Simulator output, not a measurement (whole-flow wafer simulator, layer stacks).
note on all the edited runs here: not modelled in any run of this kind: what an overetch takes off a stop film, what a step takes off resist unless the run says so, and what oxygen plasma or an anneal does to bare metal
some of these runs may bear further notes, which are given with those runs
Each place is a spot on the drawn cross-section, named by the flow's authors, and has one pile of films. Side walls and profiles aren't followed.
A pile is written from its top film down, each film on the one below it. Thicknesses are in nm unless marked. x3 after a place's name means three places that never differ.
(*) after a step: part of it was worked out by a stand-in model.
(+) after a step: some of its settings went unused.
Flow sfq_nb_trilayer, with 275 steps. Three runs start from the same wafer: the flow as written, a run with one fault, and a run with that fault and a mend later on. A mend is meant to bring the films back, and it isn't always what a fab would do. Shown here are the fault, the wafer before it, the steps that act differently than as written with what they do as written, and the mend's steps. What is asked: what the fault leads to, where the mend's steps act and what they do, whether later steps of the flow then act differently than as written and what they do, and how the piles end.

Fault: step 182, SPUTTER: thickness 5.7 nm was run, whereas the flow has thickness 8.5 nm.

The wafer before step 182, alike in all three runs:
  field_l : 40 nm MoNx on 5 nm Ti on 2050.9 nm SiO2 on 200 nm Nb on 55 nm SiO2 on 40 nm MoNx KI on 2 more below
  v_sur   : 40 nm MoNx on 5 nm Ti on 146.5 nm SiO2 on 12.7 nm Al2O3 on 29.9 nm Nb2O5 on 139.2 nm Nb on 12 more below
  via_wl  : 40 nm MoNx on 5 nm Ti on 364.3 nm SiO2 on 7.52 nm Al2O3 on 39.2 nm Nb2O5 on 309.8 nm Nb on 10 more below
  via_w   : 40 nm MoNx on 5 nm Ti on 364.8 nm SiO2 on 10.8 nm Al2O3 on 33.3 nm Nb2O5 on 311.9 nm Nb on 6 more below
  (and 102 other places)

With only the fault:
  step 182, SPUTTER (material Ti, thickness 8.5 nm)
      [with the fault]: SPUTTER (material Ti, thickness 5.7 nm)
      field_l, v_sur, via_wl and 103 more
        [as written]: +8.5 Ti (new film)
        [with the fault]: +5.7 Ti (new film)
  Steps further on in the flow that do not act as written (not shown: 18 more steps that differ only slightly, by at most 2% or 0.5 nm, whichever is larger):
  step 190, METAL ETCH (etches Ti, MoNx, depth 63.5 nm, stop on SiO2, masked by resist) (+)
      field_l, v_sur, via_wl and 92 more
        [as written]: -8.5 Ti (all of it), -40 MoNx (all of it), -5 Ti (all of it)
        [with the fault]: -5.7 Ti (all of it), -40 MoNx (all of it), -5 Ti (all of it)
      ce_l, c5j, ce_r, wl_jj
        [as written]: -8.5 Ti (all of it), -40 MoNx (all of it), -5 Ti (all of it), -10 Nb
        [with the fault]: -5.7 Ti (all of it), -40 MoNx (all of it), -5 Ti (all of it), -12.8 Nb
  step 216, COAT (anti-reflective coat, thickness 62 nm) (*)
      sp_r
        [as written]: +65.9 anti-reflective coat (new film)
        [with the fault]: +64.5 anti-reflective coat (new film)
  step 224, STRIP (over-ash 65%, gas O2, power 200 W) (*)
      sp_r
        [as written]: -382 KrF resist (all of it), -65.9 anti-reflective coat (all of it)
        [with the fault]: -382.1 KrF resist (all of it), -64.5 anti-reflective coat (all of it)
  By the end, the piles at be_r, r_sur, res, r_end, r5r_line_l, r5r_line_c, r5r_line_r depart from the flow's by more than 2% or 0.5 nm, whichever is larger.
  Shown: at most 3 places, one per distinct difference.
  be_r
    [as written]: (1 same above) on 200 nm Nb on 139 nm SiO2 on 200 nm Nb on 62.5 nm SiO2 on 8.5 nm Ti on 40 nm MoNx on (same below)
    [with the fault]: (1 same above) on 200 nm Nb on 141.8 nm SiO2 on 200 nm Nb on 62.5 nm SiO2 on 5.7 nm Ti on 40 nm MoNx on (same below)
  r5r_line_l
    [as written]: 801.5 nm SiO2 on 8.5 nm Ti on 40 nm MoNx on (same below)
    [with the fault]: 804.3 nm SiO2 on 5.7 nm Ti on 40 nm MoNx on (same below)
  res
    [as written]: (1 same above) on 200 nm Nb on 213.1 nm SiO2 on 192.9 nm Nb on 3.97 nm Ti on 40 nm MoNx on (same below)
    [with the fault]: (1 same above) on 200 nm Nb on 215.9 nm SiO2 on 192.9 nm Nb on 1.17 nm Ti on 40 nm MoNx on (same below)

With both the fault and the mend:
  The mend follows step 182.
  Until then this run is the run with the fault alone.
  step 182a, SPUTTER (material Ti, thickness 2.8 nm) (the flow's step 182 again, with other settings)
      field_l, v_sur, via_wl and 103 more
        +2.8 Ti
  None of the later steps of the flow acts differently than as written at any place that is followed.
  The piles end the same as the flow's at every place that both follow.
